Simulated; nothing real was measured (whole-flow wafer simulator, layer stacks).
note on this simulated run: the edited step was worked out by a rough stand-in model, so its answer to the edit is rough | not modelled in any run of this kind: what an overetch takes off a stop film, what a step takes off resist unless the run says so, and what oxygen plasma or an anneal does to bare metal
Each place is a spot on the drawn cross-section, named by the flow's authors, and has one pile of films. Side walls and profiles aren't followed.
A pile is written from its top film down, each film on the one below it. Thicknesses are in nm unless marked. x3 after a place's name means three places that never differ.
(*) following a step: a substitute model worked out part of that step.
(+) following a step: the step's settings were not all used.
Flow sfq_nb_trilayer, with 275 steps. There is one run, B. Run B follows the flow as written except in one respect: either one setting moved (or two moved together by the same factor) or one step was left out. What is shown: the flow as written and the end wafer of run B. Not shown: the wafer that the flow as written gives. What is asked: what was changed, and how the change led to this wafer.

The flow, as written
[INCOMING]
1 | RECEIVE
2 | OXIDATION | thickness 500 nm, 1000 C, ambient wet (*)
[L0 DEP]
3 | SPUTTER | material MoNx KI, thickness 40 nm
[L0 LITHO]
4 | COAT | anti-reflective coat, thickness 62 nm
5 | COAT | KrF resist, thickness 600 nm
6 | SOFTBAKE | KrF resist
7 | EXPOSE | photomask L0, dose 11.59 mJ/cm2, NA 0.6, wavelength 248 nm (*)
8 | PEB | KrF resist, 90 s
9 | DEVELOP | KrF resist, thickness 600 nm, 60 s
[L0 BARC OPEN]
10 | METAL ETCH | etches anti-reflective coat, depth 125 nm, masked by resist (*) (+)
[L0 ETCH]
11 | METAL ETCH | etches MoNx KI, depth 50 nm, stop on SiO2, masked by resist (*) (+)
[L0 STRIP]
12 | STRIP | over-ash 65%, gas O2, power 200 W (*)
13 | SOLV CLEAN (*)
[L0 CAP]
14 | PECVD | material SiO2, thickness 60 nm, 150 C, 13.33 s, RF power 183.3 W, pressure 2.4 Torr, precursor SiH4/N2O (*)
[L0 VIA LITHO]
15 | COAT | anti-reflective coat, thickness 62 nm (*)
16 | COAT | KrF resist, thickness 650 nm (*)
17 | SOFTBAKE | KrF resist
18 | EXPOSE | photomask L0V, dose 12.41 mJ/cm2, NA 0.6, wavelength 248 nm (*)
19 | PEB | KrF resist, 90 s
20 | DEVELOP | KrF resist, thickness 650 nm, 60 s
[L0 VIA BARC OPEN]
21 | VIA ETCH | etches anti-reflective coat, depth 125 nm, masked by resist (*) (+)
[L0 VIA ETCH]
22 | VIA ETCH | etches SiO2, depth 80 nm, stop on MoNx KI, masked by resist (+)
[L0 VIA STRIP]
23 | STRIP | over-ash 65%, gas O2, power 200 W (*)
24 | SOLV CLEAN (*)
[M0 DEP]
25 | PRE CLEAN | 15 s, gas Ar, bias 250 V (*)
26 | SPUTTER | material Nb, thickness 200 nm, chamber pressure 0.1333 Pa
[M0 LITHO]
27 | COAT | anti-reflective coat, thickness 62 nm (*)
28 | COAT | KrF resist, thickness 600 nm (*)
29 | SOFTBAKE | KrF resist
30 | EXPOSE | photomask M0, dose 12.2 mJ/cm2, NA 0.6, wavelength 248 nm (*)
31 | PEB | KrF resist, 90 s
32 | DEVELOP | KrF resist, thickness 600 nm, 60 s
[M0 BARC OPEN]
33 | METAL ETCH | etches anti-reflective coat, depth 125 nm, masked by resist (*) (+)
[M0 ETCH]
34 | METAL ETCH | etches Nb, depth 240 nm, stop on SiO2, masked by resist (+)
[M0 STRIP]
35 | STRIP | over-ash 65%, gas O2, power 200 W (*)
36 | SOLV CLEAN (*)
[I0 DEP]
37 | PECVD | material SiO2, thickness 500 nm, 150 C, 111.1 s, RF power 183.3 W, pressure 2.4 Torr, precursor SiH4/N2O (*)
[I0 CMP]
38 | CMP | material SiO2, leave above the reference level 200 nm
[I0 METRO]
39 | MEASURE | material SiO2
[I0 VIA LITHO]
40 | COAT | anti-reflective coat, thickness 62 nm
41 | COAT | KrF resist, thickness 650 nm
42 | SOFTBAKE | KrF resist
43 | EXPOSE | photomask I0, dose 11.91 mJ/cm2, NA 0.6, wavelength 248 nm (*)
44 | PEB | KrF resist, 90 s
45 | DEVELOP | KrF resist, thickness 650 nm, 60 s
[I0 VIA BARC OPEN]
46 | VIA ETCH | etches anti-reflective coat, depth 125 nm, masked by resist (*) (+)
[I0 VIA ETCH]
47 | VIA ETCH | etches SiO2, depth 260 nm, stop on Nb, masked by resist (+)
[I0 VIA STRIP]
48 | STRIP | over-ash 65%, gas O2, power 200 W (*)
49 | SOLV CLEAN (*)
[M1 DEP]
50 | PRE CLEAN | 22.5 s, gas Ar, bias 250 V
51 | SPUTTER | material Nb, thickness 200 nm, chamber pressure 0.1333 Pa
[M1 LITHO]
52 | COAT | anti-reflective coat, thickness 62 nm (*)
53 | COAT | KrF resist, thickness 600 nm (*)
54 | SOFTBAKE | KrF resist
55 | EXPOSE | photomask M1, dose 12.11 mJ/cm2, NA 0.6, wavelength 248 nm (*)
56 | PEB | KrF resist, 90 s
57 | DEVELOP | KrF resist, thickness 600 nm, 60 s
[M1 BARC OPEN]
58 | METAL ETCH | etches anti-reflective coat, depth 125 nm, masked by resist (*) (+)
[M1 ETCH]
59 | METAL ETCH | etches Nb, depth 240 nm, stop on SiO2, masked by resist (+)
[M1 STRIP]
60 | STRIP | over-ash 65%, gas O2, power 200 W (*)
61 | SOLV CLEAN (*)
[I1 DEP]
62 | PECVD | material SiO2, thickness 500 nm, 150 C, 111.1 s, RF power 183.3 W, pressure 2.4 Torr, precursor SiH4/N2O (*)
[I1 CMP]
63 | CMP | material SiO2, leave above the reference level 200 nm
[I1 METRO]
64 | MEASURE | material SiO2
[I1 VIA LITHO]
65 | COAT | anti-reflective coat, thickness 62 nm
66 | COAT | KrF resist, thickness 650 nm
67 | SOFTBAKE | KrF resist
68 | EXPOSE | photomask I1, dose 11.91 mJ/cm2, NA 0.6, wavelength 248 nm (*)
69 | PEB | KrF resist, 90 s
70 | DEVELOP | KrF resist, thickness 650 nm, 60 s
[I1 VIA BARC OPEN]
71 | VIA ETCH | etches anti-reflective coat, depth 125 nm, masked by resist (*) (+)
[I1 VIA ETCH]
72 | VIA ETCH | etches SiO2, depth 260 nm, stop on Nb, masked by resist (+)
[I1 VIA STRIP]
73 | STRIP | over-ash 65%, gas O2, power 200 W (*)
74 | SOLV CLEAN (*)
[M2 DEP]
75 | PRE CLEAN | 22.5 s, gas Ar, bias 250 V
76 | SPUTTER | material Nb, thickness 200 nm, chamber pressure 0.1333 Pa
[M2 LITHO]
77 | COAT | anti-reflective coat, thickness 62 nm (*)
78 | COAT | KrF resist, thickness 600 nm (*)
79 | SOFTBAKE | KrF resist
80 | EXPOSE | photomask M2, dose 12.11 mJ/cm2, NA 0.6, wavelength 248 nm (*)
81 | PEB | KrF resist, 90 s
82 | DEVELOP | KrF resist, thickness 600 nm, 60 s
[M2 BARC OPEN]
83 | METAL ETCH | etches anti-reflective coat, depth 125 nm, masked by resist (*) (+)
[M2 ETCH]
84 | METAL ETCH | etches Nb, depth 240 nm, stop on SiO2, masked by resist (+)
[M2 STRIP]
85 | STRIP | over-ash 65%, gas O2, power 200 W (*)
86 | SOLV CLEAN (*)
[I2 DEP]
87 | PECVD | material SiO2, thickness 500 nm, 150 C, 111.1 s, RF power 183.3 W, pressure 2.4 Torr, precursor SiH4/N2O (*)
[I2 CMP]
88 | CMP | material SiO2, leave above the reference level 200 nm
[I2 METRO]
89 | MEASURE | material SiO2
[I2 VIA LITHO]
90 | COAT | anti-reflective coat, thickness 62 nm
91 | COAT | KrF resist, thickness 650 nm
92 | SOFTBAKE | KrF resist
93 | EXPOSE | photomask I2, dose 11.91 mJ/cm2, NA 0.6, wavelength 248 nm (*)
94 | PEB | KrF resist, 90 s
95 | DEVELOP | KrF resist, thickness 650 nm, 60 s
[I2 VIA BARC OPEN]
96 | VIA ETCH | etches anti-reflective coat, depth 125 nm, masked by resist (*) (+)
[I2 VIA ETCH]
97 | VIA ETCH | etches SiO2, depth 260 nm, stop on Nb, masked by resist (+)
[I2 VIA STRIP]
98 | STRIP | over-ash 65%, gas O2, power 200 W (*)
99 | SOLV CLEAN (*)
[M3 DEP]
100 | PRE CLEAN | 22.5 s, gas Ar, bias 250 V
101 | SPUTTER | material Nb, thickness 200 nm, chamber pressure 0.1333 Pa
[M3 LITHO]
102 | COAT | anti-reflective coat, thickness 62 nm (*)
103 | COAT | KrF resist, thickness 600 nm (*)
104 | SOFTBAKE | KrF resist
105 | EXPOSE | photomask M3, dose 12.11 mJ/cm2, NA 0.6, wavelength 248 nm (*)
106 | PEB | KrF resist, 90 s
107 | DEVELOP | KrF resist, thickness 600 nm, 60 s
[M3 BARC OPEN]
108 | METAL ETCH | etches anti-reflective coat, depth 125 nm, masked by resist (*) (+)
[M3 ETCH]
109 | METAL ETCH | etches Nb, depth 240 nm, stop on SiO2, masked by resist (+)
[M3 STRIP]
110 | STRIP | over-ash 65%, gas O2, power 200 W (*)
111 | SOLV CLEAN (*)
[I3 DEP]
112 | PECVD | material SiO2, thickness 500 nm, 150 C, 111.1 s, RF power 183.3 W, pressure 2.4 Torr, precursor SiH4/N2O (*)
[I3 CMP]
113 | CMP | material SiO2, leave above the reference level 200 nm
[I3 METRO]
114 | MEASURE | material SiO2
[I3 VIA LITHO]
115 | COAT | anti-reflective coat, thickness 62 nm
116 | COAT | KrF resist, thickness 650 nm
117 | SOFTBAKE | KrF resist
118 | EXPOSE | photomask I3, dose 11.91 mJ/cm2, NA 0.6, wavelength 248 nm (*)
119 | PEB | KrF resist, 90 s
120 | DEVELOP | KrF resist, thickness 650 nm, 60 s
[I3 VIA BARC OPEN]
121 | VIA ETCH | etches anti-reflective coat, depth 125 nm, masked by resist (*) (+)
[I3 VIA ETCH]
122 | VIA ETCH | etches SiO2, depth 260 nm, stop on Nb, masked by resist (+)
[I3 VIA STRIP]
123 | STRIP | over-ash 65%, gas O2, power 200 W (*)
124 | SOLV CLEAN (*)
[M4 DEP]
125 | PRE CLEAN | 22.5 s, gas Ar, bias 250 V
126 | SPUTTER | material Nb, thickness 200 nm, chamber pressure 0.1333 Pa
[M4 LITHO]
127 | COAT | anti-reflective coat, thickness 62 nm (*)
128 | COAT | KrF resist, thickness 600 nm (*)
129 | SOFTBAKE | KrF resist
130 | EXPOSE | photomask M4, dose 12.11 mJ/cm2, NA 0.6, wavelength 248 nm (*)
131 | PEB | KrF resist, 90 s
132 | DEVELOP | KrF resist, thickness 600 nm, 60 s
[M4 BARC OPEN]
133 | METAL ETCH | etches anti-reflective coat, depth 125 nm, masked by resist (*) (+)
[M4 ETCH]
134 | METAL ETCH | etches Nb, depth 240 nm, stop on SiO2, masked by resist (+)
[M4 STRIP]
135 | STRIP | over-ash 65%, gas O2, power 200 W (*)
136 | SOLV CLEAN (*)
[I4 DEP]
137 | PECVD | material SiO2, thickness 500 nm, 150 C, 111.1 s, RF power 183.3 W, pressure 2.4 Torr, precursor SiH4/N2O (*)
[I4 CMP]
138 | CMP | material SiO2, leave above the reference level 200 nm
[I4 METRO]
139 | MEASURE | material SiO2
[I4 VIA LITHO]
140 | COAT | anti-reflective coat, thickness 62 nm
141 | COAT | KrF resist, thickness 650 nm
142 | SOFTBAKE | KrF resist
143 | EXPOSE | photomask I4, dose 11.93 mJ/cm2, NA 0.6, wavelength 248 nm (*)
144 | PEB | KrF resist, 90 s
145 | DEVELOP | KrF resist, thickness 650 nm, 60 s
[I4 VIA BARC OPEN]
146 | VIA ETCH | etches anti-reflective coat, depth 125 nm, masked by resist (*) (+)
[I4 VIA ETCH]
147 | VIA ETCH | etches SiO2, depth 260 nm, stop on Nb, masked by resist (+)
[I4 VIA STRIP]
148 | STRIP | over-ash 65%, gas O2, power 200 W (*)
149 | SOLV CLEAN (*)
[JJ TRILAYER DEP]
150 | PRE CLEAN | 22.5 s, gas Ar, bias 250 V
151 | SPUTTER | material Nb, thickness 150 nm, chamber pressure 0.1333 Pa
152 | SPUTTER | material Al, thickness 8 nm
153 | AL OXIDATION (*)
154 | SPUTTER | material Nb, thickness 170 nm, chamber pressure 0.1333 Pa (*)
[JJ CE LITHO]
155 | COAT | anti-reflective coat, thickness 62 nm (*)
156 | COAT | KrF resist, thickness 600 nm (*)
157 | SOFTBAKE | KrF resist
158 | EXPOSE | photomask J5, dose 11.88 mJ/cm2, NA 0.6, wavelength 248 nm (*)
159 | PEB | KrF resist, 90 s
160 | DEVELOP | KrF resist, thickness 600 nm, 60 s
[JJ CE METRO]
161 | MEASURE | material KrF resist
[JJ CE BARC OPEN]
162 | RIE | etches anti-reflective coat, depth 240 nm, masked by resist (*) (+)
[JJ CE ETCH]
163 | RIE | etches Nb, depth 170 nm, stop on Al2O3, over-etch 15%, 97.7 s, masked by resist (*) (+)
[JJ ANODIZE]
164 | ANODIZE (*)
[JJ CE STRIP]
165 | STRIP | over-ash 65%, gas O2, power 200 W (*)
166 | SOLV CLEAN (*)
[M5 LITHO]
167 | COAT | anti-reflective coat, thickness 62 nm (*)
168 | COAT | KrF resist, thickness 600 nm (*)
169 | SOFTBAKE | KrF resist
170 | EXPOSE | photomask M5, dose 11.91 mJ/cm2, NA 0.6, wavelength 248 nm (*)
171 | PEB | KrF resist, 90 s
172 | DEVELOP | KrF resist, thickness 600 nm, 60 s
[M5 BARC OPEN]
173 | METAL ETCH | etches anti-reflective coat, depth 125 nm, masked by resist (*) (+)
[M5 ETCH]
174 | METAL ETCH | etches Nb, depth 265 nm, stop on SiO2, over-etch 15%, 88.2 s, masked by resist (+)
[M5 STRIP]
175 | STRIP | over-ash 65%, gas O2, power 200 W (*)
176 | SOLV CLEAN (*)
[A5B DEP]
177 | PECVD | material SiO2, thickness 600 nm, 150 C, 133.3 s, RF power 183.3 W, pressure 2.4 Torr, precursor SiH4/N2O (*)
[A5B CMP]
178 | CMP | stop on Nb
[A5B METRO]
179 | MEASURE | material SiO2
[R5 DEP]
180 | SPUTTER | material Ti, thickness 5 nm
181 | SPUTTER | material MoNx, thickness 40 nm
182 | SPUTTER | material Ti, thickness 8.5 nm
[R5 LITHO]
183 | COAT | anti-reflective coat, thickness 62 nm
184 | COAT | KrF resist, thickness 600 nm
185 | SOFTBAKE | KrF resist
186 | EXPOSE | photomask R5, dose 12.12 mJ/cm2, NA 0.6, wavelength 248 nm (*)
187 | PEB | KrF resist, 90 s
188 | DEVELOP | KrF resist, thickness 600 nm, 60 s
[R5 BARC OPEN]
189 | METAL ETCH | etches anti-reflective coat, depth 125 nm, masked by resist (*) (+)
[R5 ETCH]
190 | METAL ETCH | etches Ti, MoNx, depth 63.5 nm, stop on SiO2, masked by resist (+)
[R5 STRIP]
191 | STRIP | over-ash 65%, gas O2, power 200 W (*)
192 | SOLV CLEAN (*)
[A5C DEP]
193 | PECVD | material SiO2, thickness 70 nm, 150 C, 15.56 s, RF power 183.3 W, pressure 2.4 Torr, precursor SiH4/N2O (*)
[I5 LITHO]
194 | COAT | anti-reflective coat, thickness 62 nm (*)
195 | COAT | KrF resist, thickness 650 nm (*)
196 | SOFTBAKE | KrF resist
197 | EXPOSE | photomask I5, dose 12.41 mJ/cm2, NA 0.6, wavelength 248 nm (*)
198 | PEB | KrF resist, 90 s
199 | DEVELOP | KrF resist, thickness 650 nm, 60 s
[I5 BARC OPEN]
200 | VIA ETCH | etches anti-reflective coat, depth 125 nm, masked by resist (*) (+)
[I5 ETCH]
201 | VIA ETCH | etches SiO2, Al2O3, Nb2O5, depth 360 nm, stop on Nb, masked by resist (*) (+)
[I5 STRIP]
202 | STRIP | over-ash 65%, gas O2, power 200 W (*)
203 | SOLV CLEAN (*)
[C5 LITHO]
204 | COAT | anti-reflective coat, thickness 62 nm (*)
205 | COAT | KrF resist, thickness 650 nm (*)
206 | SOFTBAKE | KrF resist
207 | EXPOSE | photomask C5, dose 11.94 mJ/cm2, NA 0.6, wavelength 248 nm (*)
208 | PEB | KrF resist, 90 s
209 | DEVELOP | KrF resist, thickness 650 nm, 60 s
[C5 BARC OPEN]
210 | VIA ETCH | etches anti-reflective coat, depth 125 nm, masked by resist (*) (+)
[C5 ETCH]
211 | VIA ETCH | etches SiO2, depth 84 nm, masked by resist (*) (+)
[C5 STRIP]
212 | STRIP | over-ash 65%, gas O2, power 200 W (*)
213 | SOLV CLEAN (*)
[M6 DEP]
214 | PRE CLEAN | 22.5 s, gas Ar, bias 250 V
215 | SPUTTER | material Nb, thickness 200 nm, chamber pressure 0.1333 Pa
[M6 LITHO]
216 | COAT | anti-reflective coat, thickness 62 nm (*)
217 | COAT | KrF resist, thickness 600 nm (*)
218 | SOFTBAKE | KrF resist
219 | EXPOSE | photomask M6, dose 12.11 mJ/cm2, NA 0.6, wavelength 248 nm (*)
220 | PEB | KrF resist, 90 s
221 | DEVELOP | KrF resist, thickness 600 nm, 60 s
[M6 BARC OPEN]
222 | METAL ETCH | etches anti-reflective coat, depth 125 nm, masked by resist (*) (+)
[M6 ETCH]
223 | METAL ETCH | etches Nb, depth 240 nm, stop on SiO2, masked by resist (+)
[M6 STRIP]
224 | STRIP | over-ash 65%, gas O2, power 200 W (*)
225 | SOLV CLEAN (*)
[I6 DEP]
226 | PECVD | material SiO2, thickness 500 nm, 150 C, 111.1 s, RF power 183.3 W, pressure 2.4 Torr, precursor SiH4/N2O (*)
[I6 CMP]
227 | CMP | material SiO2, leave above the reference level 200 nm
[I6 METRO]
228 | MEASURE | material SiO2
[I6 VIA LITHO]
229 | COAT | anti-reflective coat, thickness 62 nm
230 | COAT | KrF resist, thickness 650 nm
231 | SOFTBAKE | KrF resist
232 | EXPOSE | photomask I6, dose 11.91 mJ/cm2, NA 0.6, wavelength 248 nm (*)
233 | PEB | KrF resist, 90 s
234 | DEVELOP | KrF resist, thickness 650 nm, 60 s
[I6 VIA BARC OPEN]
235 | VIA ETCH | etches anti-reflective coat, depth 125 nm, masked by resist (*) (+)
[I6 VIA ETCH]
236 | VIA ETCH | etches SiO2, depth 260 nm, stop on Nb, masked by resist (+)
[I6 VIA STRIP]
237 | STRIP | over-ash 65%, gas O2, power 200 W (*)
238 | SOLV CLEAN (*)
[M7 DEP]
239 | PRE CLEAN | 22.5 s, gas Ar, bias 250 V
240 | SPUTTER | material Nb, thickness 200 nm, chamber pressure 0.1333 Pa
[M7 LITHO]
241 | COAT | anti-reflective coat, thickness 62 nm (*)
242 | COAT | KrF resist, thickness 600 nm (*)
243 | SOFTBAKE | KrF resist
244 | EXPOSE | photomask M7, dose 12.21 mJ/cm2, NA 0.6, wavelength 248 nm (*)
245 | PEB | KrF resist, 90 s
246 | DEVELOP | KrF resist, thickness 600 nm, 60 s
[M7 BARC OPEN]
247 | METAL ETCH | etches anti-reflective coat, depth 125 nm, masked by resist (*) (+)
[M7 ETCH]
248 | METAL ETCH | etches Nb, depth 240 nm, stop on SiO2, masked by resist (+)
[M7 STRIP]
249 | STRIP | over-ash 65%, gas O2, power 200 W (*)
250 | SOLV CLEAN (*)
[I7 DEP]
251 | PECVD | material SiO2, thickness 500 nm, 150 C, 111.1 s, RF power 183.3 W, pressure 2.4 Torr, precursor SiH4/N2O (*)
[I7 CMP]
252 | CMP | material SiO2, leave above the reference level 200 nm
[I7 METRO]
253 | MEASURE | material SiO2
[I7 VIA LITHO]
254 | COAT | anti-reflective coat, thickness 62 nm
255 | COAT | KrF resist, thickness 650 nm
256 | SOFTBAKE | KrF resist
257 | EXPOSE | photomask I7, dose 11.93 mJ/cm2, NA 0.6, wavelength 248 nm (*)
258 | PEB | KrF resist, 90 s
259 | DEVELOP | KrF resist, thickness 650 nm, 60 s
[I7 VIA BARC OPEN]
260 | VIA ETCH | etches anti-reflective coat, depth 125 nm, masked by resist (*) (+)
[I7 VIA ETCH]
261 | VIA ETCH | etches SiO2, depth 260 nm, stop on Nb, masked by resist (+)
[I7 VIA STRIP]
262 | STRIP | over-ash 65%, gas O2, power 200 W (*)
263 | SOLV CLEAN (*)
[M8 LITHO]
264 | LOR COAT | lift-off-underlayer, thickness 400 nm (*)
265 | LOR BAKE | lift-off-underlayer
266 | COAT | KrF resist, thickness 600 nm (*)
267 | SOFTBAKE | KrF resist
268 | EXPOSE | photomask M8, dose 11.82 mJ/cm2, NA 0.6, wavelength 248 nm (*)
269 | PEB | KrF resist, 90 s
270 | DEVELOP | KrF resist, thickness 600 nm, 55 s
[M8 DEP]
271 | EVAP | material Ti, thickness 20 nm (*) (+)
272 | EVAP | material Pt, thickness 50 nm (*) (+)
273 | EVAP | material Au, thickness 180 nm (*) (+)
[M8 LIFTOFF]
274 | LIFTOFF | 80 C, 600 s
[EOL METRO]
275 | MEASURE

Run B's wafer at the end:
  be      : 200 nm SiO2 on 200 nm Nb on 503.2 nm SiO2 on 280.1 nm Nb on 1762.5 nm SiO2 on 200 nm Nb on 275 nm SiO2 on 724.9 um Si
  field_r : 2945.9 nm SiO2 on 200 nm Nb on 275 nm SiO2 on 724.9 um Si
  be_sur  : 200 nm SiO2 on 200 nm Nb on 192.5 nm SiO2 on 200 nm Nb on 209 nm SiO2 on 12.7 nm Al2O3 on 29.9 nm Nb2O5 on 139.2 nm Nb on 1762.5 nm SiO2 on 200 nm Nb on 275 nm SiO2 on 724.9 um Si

What caused this: step 2, OXIDATION: thickness 220 nm was run, whereas the flow has thickness 500 nm.

Step by step, how the change led to this:
  2 | OXIDATION | thickness 500 nm, 1000 C, ambient wet (*)
      field_l, v_sur, via_wl and 103 more: +220 SiO2 (new film), -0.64 chemical SiO2 (all of it), -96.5 Si (it would be, as written: +500 SiO2 (new film), -0.64 chemical SiO2 (all of it), -219.7 Si)
